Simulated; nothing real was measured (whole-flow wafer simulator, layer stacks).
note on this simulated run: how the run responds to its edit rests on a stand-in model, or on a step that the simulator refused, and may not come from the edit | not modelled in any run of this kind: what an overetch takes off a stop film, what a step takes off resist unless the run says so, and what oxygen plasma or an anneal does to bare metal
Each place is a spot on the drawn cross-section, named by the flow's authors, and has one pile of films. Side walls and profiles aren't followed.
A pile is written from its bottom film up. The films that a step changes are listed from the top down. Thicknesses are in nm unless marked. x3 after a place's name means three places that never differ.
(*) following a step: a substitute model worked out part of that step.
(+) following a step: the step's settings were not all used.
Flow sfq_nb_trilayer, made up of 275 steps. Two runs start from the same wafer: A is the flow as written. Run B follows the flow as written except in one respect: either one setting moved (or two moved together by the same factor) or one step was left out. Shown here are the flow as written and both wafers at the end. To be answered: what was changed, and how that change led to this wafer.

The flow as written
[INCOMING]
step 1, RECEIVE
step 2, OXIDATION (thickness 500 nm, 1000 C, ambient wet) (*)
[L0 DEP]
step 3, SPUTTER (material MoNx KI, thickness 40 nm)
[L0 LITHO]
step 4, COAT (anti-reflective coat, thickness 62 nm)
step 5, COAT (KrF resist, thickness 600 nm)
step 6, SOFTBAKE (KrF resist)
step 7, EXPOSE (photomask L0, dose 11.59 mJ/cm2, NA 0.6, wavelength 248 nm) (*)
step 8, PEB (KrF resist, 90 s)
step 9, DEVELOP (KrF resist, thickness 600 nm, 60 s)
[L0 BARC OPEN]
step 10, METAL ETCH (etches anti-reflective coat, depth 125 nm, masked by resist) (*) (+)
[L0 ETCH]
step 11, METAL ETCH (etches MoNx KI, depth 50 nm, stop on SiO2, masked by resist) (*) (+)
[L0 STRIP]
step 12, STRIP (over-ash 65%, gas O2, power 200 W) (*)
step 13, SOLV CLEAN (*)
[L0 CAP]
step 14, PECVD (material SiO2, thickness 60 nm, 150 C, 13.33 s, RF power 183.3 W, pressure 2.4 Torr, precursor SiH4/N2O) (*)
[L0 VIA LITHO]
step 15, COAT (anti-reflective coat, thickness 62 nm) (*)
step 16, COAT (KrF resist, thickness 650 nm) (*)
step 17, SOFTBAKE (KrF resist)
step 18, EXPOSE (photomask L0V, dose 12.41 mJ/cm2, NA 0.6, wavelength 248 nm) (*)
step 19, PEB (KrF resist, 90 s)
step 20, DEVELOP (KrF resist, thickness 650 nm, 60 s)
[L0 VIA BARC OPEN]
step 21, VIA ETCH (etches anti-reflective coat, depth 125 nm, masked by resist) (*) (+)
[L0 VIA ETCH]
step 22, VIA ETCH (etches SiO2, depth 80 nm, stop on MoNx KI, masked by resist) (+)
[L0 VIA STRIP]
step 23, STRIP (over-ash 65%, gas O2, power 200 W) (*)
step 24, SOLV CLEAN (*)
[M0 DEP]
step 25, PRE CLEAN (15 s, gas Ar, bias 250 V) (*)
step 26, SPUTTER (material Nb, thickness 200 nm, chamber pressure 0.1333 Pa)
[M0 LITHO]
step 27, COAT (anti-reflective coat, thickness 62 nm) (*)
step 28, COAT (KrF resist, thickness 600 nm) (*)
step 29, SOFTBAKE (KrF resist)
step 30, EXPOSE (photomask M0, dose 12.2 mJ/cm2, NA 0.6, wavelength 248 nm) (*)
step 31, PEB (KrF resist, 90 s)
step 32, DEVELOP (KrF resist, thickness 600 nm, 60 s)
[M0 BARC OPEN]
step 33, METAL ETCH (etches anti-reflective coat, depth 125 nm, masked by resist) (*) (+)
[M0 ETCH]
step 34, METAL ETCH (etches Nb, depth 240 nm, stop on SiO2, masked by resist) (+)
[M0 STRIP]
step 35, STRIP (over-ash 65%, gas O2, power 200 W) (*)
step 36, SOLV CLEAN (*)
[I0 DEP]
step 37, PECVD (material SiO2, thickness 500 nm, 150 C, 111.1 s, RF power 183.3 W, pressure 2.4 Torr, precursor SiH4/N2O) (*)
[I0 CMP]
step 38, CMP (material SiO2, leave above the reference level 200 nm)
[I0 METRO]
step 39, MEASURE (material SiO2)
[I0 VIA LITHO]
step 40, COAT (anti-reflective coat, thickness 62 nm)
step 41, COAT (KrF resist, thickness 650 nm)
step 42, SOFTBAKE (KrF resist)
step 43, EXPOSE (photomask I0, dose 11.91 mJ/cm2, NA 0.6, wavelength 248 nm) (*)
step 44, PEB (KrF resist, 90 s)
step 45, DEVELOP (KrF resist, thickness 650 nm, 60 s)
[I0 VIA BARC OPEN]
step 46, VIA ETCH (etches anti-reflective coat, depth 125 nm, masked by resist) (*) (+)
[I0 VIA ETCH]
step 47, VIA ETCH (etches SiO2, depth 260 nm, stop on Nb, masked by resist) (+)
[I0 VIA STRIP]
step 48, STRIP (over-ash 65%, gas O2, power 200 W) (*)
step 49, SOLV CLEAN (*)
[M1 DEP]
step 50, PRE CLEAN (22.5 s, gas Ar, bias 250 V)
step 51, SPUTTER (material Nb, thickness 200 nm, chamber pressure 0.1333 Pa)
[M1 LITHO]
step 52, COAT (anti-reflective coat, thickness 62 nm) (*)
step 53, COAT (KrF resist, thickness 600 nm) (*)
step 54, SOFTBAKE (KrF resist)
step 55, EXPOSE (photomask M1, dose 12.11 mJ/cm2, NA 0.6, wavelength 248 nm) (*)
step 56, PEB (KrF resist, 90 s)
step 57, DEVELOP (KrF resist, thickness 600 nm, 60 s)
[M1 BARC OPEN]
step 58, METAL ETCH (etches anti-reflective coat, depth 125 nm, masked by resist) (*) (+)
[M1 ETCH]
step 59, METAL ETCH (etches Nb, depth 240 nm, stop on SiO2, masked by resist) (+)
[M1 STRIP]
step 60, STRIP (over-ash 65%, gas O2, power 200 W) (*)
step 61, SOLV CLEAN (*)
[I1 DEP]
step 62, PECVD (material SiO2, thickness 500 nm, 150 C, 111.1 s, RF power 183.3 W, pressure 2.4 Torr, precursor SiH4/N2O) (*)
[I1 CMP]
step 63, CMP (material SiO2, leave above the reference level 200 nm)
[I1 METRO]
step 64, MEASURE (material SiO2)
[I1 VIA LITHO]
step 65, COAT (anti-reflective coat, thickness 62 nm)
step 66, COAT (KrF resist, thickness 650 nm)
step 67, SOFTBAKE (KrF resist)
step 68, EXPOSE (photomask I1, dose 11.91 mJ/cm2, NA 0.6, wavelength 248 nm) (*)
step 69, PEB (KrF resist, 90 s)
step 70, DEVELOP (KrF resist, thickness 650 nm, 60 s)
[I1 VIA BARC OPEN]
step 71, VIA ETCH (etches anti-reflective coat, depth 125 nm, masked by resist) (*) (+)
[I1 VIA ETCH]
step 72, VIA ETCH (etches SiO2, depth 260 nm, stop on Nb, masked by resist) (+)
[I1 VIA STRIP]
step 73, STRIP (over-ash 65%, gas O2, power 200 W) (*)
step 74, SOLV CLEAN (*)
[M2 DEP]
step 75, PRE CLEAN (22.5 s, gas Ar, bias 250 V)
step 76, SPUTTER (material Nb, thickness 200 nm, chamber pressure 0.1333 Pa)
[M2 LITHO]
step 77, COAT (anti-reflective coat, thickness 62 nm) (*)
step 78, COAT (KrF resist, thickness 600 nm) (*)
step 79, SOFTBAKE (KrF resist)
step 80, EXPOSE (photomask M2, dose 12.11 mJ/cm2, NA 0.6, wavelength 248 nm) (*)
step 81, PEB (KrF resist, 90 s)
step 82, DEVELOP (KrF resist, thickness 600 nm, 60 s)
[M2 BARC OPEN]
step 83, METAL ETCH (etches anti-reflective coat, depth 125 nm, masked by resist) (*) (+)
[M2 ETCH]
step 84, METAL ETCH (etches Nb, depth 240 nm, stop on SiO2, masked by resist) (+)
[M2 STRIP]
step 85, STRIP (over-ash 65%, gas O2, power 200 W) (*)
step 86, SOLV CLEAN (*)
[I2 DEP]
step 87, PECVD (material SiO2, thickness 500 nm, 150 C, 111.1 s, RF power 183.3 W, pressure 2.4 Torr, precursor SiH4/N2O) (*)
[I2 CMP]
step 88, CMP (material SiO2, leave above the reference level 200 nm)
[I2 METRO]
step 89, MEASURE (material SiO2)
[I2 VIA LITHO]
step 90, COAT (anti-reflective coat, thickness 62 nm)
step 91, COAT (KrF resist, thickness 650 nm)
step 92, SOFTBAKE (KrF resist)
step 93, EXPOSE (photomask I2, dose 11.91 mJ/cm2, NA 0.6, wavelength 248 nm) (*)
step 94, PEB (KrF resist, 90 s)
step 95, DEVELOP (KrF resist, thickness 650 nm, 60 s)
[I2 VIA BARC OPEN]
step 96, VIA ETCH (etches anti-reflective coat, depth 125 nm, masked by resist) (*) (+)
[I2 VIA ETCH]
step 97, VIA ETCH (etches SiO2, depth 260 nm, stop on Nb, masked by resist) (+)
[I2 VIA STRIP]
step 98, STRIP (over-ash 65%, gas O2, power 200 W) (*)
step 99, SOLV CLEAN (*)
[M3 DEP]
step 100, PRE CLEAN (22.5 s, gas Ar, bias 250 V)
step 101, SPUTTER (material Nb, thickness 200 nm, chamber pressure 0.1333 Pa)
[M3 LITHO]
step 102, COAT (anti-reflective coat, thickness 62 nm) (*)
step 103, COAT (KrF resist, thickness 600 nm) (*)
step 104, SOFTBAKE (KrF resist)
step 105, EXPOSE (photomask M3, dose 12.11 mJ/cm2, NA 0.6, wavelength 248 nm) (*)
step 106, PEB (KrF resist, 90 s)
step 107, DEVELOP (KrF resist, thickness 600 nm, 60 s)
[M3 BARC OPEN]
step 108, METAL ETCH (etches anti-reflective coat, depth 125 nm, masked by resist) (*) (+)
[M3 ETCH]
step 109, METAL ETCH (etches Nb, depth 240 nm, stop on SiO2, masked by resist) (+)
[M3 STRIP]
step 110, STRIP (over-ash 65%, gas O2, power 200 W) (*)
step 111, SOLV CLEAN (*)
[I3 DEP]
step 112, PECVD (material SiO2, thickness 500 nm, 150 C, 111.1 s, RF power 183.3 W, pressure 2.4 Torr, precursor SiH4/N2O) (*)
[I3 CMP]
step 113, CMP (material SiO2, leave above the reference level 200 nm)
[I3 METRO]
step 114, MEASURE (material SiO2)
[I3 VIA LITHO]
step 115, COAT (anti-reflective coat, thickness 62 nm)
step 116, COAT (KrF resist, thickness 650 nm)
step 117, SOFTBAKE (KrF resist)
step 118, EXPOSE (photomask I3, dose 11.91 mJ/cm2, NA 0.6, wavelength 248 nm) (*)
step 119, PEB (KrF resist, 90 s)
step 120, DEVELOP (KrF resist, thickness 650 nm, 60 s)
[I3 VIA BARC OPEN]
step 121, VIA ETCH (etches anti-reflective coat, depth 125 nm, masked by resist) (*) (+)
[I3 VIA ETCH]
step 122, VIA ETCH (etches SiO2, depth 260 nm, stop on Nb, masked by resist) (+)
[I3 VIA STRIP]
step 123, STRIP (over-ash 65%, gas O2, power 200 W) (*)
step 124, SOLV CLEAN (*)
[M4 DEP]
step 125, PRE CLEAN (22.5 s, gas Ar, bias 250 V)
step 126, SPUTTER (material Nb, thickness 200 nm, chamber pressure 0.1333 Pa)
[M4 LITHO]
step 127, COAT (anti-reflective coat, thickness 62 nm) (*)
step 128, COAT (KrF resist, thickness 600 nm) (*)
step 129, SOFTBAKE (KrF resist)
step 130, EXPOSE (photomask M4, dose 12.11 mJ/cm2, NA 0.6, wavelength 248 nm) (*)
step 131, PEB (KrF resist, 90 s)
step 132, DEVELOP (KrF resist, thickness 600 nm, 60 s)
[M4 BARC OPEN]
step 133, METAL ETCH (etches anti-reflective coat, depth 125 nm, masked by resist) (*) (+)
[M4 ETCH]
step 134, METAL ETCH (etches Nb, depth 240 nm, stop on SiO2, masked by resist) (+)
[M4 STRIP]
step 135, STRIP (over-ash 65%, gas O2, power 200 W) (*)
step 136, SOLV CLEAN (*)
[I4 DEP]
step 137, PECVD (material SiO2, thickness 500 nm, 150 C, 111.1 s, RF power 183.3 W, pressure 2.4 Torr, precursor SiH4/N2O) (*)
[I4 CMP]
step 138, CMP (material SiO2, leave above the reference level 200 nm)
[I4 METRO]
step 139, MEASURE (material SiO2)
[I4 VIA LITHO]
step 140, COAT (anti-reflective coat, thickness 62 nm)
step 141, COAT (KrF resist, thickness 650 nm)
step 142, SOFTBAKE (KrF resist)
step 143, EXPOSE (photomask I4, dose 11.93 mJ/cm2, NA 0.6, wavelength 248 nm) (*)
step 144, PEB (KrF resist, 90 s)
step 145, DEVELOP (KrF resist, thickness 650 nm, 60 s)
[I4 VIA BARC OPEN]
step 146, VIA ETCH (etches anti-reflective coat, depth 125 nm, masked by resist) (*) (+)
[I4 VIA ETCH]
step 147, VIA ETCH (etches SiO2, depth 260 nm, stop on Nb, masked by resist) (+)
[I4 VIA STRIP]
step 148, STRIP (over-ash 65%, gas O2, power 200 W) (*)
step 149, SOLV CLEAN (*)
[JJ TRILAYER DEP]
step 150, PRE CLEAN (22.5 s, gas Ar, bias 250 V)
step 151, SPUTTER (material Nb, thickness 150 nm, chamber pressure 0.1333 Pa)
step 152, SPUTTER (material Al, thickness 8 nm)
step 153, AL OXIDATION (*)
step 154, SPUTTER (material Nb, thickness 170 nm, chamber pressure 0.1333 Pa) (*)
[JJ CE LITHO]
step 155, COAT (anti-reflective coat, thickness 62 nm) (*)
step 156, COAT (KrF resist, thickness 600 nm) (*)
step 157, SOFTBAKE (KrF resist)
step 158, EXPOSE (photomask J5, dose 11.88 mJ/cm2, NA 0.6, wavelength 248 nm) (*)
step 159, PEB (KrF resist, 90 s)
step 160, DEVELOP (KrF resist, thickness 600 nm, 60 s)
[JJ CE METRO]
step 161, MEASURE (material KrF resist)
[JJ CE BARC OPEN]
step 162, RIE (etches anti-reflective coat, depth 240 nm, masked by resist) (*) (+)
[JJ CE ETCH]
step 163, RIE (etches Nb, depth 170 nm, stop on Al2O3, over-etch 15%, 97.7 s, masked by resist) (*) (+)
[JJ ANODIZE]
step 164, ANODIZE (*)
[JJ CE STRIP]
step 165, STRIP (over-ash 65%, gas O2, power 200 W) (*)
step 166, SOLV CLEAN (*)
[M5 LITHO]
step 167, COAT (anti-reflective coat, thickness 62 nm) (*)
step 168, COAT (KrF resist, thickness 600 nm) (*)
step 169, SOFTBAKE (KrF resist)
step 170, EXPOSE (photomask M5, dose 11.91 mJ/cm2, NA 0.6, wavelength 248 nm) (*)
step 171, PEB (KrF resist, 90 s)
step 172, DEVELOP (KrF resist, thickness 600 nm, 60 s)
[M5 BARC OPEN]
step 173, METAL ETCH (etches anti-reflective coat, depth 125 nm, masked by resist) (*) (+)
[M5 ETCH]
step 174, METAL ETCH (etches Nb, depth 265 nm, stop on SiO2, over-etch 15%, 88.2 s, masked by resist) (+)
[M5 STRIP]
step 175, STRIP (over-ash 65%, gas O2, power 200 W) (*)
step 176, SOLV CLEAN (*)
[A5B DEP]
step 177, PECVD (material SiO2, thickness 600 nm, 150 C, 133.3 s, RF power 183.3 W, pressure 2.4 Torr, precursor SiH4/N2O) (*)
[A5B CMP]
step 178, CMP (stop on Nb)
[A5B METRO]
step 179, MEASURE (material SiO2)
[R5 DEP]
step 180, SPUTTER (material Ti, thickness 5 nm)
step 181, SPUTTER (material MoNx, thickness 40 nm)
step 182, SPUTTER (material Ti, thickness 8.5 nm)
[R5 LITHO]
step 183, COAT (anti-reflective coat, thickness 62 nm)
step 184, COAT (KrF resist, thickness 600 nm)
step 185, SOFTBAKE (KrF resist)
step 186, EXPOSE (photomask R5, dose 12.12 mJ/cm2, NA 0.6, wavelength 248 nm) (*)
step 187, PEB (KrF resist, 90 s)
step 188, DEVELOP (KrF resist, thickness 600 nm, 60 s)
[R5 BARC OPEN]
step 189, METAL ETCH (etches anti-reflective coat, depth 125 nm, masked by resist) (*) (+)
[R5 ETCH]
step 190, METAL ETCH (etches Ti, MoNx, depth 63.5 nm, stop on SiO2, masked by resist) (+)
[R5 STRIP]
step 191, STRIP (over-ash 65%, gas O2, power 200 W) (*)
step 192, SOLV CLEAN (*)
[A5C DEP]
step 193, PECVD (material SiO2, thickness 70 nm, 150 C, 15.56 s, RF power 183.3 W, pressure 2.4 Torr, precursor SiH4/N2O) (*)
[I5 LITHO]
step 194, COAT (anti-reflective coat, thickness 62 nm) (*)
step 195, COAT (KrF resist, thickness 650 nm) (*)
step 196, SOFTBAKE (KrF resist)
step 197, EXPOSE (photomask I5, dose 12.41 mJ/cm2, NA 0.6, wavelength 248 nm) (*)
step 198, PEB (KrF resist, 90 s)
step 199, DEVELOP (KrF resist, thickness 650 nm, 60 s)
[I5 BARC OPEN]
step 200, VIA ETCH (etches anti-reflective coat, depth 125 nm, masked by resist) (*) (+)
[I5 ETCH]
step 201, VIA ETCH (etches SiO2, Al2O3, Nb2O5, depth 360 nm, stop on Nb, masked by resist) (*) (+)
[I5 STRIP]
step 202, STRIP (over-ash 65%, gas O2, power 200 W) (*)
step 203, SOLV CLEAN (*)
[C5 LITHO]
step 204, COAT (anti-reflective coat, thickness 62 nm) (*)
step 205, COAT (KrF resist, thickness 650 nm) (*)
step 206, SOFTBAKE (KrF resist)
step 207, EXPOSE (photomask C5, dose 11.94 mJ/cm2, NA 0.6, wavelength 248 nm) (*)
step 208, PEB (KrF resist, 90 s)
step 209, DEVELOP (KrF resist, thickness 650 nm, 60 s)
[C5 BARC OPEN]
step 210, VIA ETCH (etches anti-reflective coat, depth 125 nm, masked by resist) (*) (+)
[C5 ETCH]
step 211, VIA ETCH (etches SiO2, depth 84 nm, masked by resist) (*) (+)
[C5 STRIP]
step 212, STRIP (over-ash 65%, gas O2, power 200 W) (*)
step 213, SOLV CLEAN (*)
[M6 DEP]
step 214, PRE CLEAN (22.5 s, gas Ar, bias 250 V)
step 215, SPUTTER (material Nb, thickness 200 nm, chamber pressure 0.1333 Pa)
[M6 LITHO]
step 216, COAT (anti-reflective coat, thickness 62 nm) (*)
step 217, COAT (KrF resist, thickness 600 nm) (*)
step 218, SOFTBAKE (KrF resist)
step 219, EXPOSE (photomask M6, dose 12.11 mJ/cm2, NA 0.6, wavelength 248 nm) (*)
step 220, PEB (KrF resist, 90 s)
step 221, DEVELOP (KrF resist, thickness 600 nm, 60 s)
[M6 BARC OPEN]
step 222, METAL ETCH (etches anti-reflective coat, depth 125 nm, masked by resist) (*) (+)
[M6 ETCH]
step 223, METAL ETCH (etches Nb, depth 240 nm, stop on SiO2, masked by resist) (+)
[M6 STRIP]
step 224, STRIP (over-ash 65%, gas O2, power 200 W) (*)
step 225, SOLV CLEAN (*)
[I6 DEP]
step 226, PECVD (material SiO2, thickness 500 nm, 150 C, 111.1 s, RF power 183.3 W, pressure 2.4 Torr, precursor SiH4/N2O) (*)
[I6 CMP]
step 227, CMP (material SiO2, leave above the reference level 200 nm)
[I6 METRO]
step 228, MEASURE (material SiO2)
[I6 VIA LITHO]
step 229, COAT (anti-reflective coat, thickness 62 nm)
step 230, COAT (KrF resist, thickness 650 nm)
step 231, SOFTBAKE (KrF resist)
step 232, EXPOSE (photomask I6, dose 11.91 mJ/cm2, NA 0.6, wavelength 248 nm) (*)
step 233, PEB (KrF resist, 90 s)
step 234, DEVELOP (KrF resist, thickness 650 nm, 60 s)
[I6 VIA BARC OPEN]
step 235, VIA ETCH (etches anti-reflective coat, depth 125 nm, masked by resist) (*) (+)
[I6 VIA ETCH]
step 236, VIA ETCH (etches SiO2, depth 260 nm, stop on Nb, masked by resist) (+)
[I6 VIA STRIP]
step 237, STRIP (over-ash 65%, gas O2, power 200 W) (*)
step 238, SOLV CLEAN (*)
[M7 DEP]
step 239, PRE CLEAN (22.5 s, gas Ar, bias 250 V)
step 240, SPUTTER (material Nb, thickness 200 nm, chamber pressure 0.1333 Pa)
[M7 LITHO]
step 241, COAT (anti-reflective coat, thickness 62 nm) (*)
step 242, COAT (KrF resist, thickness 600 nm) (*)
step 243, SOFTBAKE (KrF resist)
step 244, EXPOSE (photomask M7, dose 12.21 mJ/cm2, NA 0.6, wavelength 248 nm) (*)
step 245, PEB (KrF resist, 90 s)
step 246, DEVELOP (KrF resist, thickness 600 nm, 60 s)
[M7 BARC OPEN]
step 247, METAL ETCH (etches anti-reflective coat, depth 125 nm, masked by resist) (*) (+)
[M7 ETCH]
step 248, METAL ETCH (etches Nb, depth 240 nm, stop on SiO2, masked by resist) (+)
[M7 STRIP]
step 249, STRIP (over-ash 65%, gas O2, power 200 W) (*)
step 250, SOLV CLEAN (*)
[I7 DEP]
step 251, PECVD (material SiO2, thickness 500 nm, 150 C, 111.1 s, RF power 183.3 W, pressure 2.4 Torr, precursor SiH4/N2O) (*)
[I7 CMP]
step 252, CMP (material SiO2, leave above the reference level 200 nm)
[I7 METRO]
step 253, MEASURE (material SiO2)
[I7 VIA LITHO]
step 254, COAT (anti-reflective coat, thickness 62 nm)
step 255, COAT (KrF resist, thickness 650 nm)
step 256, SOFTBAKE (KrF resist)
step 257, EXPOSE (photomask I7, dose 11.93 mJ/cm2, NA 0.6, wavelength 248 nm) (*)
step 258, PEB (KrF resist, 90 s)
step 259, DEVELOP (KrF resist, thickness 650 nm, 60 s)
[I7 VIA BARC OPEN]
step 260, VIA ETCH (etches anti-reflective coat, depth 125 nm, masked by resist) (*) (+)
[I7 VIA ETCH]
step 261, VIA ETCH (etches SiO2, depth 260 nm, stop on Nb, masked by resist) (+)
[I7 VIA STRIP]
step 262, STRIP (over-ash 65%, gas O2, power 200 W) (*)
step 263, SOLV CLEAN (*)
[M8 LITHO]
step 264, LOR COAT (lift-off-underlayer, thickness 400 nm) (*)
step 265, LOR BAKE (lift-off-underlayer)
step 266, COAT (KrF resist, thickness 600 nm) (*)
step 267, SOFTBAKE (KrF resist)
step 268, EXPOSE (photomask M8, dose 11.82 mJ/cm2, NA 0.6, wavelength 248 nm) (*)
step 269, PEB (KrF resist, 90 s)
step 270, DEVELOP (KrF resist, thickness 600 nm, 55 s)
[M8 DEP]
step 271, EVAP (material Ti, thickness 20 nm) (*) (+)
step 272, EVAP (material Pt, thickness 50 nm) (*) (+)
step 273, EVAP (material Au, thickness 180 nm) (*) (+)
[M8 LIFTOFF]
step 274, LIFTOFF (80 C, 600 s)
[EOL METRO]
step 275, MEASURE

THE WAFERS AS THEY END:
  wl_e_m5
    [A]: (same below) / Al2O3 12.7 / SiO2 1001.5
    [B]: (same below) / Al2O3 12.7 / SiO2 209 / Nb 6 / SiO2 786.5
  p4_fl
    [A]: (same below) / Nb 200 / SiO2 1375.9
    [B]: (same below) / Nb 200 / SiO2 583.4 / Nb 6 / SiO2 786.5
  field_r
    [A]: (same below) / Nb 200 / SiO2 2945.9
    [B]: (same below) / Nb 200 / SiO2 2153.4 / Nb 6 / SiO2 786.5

Cause: step 223, METAL ETCH: depth 194 nm was run, while the flow as written has depth 240 nm.

The path from the change to this, step by step:
  step 223, METAL ETCH (etches Nb, depth 240 nm, stop on SiO2, masked by resist) (+)
      field_l, gap, moat and 76 more: A -200 Nb (all of it) | B -194 Nb
      v_sur, via_wl, via_w and 24 more: A -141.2 KrF resist | B -114.1 KrF resist
  step 224, STRIP (over-ash 65%, gas O2, power 200 W) (*)
      wl_j_sl, wl_j_sr: A -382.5 KrF resist (all of it), -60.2 anti-reflective coat (all of it) | B -409.6 KrF resist (all of it), -60.2 anti-reflective coat (all of it)
      wl_c_m6, wl_f_m6: A -382.3 KrF resist (all of it), -62 anti-reflective coat (all of it) | B -409.3 KrF resist (all of it), -62 anti-reflective coat (all of it)
      (and at 23 other places as well)
  step 226, PECVD (material SiO2, thickness 500 nm, 150 C, 111.1 s, RF power 183.3 W, pressure 2.4 Torr, precursor SiH4/N2O) (*)
      field_l, p4_fl, p4_fm and 62 more: A +500 SiO2 | B +500 SiO2 (new film)
      moat, field_r, lsp_l, ln_m5, lsp_m: A +493.6 SiO2 | B +493.8 SiO2 (new film)
      (and at 9 other places as well)
  step 227, CMP (material SiO2, leave above the reference level 200 nm)
      field_l, p4_fl, p4_fm and 59 more: A -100 SiO2 | B -106 SiO2
      moat, field_r, lsp_l, ln_m5, lsp_m: A -93.6 SiO2 | B -99.8 SiO2
      (and at 8 other places as well)
Taking metal films that touch as one body, wl_e_m5 has 7 bodies (between them, from the top down: SiO2 209 / Al2O3 12.7 / Nb2O5 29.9; SiO2 192.5; SiO2 192.5; SiO2 192.5; SiO2 192.5; SiO2 192.5); the flow as written gives 6 bodies (between them, from the top down: SiO2 192.5; SiO2 192.5; SiO2 192.5; SiO2 192.5; SiO2 192.5).
Taking metal films that touch as one body, p4_fl has 3 bodies (between them, from the top down: SiO2 583.4; SiO2 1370); the flow as written gives 2 bodies (between them, from the top down: SiO2 1370).
Taking metal films that touch as one body, field_r has 2 bodies (between them, from the top down: SiO2 2153.4); the flow as written gives 1 body.
